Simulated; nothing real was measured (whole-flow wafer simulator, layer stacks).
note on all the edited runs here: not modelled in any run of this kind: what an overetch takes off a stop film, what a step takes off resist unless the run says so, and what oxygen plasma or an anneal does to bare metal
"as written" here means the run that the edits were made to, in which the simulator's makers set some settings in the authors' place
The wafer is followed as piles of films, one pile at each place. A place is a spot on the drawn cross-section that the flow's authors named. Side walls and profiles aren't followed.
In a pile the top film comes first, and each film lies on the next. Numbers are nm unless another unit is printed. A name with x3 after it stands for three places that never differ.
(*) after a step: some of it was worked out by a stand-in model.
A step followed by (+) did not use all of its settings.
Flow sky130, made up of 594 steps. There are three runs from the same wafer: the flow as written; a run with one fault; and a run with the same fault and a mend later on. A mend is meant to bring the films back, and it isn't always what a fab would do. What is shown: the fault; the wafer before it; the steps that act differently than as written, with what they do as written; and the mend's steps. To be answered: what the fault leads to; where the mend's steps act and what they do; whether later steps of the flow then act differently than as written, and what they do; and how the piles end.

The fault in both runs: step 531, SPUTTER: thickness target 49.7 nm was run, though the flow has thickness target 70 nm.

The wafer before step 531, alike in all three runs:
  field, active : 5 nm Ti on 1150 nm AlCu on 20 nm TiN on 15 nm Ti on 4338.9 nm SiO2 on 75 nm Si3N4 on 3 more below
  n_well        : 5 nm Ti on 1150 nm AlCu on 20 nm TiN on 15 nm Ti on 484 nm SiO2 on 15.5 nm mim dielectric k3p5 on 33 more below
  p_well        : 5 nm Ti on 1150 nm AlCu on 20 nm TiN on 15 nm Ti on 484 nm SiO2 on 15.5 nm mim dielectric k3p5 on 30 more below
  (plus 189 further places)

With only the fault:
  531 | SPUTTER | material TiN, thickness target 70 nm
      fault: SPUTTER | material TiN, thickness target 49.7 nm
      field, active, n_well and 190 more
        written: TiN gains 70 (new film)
        fault: TiN gains 49.7 (new film)
  Later steps of the flow acting differently than as written (not shown: 18 more steps that differ only slightly, by at most 2% or 0.5 nm, whichever is larger):
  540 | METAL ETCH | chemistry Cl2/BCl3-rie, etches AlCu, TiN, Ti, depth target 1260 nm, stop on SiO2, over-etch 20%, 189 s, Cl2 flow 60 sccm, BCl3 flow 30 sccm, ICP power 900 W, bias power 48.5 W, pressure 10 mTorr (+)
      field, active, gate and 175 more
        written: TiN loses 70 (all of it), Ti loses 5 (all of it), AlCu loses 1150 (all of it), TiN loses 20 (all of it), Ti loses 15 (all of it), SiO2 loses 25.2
        fault: TiN loses 49.7 (all of it), Ti loses 5 (all of it), AlCu loses 1150 (all of it), TiN loses 20 (all of it), Ti loses 15 (all of it), SiO2 loses 27.2
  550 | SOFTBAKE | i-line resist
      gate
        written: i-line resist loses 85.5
        fault: i-line resist loses 83.5
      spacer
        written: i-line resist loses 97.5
        fault: i-line resist loses 95.2
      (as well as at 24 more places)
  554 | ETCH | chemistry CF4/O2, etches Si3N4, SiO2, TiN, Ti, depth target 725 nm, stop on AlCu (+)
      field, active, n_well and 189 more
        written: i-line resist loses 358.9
        fault: i-line resist loses 338.6
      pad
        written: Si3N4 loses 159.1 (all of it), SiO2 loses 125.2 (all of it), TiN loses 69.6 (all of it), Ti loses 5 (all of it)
        fault: Si3N4 loses 159.1 (all of it), SiO2 loses 125.2 (all of it), TiN loses 49.3 (all of it), Ti loses 5 (all of it)
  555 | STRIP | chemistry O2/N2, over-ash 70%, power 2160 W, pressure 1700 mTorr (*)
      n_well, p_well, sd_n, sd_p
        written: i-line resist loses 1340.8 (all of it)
        fault: i-line resist loses 1379 (all of it)
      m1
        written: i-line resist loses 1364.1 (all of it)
        fault: i-line resist loses 1401.9 (all of it)
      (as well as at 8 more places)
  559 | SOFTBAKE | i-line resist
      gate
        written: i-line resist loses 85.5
        fault: i-line resist loses 83.5
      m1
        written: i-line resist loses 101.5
        fault: i-line resist loses 99.1
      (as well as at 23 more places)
  The piles end different from the flow's at n_well, p_well, sd_n and 11 more by more than 2% or 0.5 nm, whichever is larger.
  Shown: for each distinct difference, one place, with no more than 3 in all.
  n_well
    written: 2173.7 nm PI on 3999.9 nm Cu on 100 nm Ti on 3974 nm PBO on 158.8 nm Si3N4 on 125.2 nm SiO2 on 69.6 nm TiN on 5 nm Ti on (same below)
    fault: 2176.1 nm PI on 3999.9 nm Cu on 100 nm Ti on 3988.6 nm PBO on 158.8 nm Si3N4 on 125.2 nm SiO2 on 49.3 nm TiN on 5 nm Ti on (same below)
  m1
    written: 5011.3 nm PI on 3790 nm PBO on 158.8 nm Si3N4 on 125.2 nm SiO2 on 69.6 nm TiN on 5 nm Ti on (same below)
    fault: 5012.3 nm PI on 3806.8 nm PBO on 158.8 nm Si3N4 on 125.2 nm SiO2 on 49.3 nm TiN on 5 nm Ti on (same below)
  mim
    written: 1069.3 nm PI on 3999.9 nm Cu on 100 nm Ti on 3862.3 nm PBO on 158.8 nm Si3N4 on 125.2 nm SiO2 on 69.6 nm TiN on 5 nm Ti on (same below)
    fault: 1071.1 nm PI on 3999.9 nm Cu on 100 nm Ti on 3877.9 nm PBO on 158.8 nm Si3N4 on 125.2 nm SiO2 on 49.3 nm TiN on 5 nm Ti on (same below)

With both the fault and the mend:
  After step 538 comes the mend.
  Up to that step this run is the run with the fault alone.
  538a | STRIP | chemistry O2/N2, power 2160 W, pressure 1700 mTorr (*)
      n_well, p_well, sd_n and 9 more
        resist loses 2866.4 (all of it)
      m1, via4_hole
        resist loses 2868.5 (all of it)
      via4_enc
        resist loses 2866.3 (all of it)
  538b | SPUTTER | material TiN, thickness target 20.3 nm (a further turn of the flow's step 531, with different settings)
      field, active, n_well and 190 more
        TiN gains 20.3
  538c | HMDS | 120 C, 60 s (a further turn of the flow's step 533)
      does not change any film at any place that is followed
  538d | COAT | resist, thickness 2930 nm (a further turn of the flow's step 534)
      n_well, p_well, gate_hv and 172 more
        resist gains 2930 (new film)
      field, active, gate and 13 more
        resist gains 2929.9 (new film)
      m1, via4_hole
        resist gains 2932.1 (new film)
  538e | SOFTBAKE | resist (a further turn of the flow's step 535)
      field, active, gate, spacer, m1, sonos_cell, sonos_guard, sonos_guard_hv
        resist gains 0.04
      nwell_res
        resist gains 0.03
      pplus_nw
        resist gains 0.02
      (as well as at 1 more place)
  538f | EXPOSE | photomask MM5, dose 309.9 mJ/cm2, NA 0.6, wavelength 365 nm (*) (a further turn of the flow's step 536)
      does not change any film at any place that is followed
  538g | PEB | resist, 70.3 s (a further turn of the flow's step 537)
      field, active, n_well and 188 more
        resist loses 63.6
      m1, via4_hole
        resist loses 63.7
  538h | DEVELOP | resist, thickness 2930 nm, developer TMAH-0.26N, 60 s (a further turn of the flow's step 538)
      field, active, gate and 168 more
        resist loses 2866.4 (all of it)
      via1_hole, via1_enc, via2_hole, via2_enc, via3_hole, via3_enc, via_li1
        resist loses 2866.3 (all of it)
  Later steps of the flow that are run all act as written at every place that is followed.
  By the end, the piles equal the flow's at every place that both follow.
